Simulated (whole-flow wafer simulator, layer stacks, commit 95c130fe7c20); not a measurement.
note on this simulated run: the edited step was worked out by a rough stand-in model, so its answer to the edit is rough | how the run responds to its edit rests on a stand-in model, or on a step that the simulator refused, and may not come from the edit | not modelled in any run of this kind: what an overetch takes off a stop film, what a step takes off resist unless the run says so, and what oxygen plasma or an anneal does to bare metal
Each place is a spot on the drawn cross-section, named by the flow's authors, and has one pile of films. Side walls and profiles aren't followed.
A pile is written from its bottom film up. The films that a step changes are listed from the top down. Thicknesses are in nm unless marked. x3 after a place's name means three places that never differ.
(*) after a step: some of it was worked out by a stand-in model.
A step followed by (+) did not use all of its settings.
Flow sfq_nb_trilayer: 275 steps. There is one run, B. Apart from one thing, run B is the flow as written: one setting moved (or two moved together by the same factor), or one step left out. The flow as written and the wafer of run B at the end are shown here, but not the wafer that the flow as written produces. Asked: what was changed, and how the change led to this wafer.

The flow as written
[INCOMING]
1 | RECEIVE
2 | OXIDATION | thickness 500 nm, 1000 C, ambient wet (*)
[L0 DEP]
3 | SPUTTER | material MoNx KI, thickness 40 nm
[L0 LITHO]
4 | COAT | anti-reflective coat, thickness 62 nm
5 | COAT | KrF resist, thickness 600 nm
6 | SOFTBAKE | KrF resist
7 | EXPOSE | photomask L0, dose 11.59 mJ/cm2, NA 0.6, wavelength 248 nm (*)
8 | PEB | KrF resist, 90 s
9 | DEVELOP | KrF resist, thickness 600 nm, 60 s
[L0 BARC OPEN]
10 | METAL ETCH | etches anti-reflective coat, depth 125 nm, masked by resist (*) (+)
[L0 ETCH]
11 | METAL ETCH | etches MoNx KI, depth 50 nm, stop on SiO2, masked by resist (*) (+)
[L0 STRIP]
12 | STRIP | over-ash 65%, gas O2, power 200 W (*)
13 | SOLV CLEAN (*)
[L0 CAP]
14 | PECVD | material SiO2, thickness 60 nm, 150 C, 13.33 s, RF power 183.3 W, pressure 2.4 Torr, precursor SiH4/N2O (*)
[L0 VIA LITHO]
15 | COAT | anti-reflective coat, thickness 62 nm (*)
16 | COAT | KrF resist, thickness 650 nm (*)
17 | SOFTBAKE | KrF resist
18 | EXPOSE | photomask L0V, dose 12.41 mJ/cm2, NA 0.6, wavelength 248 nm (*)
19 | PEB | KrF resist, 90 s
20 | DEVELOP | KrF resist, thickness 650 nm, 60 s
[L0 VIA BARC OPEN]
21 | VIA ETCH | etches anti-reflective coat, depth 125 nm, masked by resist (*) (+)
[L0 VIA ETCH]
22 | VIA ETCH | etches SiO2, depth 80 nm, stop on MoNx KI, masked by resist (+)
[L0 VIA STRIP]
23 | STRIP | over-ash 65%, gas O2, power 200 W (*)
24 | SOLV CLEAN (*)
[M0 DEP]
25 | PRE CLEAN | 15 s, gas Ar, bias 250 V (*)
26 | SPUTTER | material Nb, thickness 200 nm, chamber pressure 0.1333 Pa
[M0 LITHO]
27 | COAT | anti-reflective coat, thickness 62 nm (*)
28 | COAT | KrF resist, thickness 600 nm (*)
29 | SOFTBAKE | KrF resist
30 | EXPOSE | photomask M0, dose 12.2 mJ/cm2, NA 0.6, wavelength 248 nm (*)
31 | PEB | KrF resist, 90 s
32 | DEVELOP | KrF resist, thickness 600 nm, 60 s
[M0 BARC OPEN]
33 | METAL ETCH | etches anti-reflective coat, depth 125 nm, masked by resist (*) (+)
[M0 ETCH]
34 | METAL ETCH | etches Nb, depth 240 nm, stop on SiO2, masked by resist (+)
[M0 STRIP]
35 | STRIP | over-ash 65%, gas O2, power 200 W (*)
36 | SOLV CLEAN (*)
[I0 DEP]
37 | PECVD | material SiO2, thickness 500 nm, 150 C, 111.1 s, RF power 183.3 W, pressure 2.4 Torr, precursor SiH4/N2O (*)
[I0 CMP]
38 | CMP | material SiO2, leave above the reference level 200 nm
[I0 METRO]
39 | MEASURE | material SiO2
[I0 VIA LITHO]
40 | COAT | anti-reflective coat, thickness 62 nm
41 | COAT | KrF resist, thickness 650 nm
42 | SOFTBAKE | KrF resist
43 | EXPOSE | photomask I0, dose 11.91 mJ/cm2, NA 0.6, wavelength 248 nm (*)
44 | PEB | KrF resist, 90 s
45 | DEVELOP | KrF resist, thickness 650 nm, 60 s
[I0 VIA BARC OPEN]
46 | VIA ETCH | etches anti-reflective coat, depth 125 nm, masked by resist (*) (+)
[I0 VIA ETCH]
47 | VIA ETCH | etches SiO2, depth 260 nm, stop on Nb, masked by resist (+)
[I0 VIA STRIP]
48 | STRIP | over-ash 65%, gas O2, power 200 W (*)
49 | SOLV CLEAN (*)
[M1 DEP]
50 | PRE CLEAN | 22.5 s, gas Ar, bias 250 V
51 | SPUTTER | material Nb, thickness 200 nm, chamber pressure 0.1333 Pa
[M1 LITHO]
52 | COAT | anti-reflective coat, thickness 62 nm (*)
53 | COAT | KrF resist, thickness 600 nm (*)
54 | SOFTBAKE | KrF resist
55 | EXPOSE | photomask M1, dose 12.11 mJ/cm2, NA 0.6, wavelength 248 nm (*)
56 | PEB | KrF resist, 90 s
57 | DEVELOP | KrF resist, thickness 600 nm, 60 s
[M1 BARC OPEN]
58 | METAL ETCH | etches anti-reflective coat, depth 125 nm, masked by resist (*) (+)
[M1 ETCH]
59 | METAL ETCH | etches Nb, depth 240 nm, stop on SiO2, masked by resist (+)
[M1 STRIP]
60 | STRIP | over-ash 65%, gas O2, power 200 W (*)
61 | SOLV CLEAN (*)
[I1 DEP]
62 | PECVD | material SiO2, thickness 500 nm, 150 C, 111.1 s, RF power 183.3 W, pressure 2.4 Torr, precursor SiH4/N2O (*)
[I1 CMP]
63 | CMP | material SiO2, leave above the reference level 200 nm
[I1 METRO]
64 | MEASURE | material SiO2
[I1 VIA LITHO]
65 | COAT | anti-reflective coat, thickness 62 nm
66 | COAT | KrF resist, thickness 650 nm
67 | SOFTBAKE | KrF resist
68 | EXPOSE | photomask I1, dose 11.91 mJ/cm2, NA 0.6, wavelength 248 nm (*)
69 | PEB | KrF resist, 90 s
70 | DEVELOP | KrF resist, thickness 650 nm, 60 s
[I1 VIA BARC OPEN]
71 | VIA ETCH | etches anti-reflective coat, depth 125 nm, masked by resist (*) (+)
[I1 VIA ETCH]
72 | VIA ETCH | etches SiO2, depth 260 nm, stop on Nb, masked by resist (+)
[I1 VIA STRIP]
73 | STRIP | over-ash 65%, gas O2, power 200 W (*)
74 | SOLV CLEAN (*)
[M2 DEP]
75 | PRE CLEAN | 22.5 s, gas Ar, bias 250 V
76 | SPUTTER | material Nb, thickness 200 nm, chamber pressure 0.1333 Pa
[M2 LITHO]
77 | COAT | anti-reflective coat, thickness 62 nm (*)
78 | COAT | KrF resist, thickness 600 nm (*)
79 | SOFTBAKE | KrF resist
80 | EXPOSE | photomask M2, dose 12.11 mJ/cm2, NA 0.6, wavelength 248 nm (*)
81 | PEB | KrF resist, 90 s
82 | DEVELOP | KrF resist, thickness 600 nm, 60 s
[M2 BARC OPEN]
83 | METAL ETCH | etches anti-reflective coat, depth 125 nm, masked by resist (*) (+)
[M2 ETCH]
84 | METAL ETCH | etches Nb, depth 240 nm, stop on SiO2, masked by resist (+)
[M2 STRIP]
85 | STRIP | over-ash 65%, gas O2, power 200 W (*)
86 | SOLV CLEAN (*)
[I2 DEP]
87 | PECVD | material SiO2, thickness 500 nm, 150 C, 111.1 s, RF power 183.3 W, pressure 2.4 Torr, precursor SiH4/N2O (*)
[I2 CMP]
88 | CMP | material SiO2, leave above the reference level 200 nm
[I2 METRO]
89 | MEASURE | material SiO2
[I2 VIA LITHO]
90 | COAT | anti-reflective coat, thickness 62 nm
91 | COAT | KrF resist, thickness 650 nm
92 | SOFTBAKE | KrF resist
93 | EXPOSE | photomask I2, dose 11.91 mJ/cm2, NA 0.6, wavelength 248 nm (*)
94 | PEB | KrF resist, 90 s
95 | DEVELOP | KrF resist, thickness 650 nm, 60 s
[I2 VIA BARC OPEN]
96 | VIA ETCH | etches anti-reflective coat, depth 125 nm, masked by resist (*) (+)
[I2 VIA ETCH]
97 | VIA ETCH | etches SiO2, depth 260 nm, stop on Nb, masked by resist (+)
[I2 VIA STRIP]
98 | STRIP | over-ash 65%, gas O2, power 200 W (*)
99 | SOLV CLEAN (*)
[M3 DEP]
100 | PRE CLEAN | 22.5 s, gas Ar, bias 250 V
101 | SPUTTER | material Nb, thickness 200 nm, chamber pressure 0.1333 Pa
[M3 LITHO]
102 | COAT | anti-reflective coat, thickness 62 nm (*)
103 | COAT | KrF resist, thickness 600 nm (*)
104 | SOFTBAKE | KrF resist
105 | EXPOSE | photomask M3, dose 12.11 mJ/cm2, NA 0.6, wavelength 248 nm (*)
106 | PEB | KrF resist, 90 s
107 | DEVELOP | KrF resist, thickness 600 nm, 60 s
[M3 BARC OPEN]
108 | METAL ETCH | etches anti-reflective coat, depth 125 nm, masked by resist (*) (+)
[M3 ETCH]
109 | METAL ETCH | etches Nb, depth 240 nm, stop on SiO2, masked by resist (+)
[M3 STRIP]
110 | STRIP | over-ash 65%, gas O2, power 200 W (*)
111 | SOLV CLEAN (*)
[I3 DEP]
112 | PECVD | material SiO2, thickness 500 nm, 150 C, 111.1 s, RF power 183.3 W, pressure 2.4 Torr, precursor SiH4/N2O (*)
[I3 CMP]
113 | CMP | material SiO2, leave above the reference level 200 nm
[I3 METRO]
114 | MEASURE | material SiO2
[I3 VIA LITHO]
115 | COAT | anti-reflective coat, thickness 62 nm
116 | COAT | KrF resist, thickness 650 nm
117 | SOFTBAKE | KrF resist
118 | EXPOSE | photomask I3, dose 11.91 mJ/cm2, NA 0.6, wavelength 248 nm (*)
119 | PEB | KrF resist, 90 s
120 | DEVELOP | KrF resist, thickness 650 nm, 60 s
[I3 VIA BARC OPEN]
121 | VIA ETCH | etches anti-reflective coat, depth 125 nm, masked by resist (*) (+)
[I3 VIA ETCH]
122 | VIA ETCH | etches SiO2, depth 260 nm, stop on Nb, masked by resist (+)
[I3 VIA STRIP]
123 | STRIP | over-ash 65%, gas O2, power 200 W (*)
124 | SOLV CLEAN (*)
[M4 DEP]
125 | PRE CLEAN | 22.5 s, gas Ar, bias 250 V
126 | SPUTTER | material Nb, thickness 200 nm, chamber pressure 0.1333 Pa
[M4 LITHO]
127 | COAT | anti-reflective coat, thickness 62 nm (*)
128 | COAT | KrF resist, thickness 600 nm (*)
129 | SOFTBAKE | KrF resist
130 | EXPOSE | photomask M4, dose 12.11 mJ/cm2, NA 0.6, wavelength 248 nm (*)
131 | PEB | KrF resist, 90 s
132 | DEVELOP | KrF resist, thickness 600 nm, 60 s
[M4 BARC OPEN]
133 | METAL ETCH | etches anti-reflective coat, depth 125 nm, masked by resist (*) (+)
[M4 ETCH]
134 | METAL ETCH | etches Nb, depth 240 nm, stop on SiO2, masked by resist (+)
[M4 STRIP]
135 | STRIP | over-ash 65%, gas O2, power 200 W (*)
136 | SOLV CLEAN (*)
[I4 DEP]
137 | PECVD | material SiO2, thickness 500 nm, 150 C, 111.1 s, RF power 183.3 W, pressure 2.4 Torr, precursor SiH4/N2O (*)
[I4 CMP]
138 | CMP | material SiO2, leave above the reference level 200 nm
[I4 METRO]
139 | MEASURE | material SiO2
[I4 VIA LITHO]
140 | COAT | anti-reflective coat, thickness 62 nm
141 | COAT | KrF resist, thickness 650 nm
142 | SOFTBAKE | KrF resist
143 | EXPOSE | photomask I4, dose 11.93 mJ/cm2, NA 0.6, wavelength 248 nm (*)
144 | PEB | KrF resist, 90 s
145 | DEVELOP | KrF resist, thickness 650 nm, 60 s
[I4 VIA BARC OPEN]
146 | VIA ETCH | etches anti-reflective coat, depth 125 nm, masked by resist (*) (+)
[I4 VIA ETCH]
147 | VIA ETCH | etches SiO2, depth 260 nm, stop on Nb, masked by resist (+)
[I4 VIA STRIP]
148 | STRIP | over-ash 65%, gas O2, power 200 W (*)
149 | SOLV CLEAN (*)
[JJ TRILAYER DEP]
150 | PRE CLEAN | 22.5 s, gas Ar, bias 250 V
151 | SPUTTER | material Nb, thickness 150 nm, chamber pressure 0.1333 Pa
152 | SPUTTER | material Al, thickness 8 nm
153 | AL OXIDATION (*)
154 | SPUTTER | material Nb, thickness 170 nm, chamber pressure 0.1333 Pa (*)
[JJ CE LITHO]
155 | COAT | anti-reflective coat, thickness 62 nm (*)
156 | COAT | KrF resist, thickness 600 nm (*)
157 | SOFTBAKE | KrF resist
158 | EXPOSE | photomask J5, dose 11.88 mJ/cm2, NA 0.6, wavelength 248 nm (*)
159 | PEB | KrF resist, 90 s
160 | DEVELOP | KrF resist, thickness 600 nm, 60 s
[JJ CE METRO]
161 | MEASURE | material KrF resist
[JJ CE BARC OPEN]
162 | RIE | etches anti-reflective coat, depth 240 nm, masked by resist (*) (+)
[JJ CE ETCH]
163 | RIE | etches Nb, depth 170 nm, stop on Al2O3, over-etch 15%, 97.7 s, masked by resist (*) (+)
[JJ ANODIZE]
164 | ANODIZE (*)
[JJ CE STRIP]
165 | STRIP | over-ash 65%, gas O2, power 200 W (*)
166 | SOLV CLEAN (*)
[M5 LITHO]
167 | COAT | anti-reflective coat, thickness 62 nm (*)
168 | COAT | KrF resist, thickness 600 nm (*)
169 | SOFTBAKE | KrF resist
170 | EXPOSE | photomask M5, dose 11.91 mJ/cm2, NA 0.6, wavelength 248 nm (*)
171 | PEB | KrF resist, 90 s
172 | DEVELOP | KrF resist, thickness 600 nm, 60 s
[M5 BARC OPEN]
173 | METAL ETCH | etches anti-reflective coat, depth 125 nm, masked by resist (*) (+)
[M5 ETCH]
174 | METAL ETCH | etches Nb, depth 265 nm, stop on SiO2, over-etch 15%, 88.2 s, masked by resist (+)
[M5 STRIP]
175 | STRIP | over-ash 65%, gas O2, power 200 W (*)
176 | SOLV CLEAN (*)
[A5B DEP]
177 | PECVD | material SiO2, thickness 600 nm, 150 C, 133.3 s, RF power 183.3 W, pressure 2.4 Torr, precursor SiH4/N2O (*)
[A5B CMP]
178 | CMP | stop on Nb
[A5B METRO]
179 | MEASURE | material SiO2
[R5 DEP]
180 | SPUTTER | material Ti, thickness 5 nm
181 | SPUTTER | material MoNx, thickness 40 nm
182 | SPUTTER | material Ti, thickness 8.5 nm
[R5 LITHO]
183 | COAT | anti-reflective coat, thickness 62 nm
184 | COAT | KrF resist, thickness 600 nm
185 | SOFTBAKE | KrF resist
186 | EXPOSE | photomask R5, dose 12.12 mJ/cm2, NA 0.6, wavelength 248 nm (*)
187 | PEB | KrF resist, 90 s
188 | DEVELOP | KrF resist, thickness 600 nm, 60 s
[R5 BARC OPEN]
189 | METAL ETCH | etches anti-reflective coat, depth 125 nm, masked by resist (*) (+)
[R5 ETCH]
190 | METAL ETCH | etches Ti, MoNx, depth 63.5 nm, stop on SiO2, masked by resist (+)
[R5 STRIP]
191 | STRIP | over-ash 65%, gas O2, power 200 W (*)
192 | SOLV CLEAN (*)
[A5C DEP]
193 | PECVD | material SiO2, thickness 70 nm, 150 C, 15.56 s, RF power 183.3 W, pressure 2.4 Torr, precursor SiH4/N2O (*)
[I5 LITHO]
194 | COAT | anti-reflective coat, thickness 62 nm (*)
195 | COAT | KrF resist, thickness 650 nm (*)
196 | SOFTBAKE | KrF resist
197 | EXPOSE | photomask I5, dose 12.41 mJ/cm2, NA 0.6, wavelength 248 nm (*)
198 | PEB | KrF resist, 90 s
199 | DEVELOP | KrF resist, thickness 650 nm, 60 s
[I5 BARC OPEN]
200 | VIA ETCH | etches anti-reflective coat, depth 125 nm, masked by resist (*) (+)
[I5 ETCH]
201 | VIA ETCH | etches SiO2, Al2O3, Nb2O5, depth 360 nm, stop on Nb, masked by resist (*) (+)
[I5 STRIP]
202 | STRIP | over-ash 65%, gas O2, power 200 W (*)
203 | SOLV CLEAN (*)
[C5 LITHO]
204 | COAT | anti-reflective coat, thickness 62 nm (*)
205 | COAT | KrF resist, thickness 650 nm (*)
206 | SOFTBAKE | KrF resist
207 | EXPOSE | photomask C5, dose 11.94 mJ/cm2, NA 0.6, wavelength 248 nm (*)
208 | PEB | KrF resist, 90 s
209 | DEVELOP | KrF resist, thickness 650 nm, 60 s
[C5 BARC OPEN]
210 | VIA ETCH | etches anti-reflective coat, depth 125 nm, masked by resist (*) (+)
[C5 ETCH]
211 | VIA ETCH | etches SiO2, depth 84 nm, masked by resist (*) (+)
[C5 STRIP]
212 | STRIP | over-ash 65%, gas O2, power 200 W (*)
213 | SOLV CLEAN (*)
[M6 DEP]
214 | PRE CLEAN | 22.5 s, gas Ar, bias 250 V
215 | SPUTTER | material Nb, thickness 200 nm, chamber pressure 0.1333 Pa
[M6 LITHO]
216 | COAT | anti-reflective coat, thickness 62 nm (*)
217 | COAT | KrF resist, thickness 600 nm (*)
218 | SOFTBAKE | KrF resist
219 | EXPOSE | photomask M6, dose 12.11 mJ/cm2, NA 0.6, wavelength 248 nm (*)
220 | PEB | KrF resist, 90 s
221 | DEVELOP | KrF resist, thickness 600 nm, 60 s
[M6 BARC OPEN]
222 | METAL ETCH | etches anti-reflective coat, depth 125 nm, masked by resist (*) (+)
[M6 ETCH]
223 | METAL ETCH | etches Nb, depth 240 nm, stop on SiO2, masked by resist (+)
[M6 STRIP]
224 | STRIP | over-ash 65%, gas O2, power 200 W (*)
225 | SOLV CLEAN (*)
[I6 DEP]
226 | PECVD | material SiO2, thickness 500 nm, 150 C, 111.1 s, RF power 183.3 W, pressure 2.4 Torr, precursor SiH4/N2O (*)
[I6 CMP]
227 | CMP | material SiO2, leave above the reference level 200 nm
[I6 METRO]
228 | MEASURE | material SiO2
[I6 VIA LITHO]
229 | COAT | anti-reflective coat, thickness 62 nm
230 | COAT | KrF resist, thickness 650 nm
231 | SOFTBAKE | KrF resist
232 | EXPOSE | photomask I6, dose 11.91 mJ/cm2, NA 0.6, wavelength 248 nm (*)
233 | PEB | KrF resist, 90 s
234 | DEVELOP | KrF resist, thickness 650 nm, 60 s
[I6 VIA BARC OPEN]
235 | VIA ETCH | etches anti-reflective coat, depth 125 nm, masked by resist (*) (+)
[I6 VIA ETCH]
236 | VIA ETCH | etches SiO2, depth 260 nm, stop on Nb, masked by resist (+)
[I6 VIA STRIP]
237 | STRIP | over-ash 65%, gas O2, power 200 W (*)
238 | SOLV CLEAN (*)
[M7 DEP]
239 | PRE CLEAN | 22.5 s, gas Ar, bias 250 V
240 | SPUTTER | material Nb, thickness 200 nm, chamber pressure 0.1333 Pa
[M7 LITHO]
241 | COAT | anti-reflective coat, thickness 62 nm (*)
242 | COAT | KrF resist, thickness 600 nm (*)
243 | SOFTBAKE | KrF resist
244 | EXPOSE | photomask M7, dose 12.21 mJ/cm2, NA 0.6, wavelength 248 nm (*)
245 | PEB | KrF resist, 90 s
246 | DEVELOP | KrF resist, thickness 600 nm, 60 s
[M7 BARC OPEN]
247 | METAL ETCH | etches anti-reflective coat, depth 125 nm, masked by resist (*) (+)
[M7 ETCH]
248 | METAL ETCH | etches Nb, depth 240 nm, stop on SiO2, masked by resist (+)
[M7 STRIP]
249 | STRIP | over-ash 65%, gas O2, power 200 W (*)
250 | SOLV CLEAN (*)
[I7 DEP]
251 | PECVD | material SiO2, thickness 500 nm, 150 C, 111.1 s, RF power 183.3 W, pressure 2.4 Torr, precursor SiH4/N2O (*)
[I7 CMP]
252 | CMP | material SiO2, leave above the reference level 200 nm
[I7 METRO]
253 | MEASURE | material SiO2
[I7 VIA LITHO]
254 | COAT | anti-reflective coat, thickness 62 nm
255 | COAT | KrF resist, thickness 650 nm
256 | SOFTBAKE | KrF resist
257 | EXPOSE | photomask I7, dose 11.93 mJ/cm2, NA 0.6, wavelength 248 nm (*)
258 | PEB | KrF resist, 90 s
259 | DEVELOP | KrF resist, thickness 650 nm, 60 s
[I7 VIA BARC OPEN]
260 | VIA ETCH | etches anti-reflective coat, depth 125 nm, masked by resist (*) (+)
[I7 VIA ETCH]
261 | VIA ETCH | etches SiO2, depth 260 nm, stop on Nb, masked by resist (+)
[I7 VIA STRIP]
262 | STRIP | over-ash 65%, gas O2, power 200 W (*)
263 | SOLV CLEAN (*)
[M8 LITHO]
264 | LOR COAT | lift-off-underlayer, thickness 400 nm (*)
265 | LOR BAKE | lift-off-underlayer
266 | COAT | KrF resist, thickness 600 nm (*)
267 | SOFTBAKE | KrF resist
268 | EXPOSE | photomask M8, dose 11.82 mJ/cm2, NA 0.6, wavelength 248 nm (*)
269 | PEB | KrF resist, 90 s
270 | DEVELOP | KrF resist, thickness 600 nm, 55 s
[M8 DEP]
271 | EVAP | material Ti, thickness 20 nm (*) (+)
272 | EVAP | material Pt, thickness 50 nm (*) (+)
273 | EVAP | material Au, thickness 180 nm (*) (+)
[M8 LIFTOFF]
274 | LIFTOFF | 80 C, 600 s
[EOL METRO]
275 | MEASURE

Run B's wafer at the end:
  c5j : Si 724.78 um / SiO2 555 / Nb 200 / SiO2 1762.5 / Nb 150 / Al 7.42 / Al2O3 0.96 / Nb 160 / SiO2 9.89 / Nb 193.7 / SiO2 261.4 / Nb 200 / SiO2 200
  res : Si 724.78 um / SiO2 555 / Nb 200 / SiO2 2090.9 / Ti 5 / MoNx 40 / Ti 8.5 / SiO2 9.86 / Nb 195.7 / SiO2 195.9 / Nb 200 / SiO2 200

The reason: step 211, VIA ETCH: depth 52.5 nm was run, while the flow as written has depth 84 nm.

Step by step, how the change led to this:
  211 | VIA ETCH | etches SiO2, depth 84 nm, masked by resist (*) (+)
      c5j: -52.5 SiO2 (in the flow as written it would be: -69.9 SiO2 (all of it), -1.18 Nb)
      res: -52.5 SiO2 (in the flow as written it would be: -69.9 SiO2 (all of it))
      (as well as at 104 more places)
  214 | PRE CLEAN | 22.5 s, gas Ar, bias 250 V
      c5j: -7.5 SiO2 (in the flow as written it would be: -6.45 Nb)
      res: -7.5 SiO2 (in the flow as written it would be: -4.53 Ti)
  215 | SPUTTER | material Nb, thickness 200 nm, chamber pressure 0.1333 Pa
      c5j: +193.7 Nb (new film) (in the flow as written it would be: +188.4 Nb)
  216 | COAT | anti-reflective coat, thickness 62 nm (*)
      ce_l: +52.5 anti-reflective coat (new film) (in the flow as written it would be: +48 anti-reflective coat (new film))
      c5j: +98.2 anti-reflective coat (new film) (in the flow as written it would be: +110.7 anti-reflective coat (new film))
      (as well as at 4 more places)
  224 | STRIP | over-ash 65%, gas O2, power 200 W (*)
      ce_l: -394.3 KrF resist (all of it), -52.5 anti-reflective coat (all of it) (in the flow as written it would be: -397.1 KrF resist (all of it), -48 anti-reflective coat (all of it))
      c5j: -410.1 KrF resist (all of it), -98.2 anti-reflective coat (all of it) (in the flow as written it would be: -418.3 KrF resist (all of it), -110.7 anti-reflective coat (all of it))
      (as well as at 4 more places)
  226 | PECVD | material SiO2, thickness 500 nm, 150 C, 111.1 s, RF power 183.3 W, pressure 2.4 Torr, precursor SiH4/N2O (*)
      c5j: +500 SiO2 (new film) (in the flow as written it would be: +514.7 SiO2 (new film))
  227 | CMP | material SiO2, leave above the reference level 200 nm
      c5j: -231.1 SiO2 (in the flow as written it would be: -223 SiO2)
      res: -296.6 SiO2 (in the flow as written it would be: -279.4 SiO2)
Taking metal films that touch as one body, c5j has 5 bodies (between them, from the top down: SiO2 261.4; SiO2 9.89; Al2O3 0.96; SiO2 1762.5); the flow as written gives 4 bodies (between them, from the top down: SiO2 284.2; Al2O3 0.96; SiO2 1762.5).
Taking metal films that touch as one body, res has 4 bodies (between them, from the top down: SiO2 195.9; SiO2 9.86; SiO2 2090.9); the flow as written gives 3 bodies (between them, from the top down: SiO2 213.1; SiO2 2090.9).
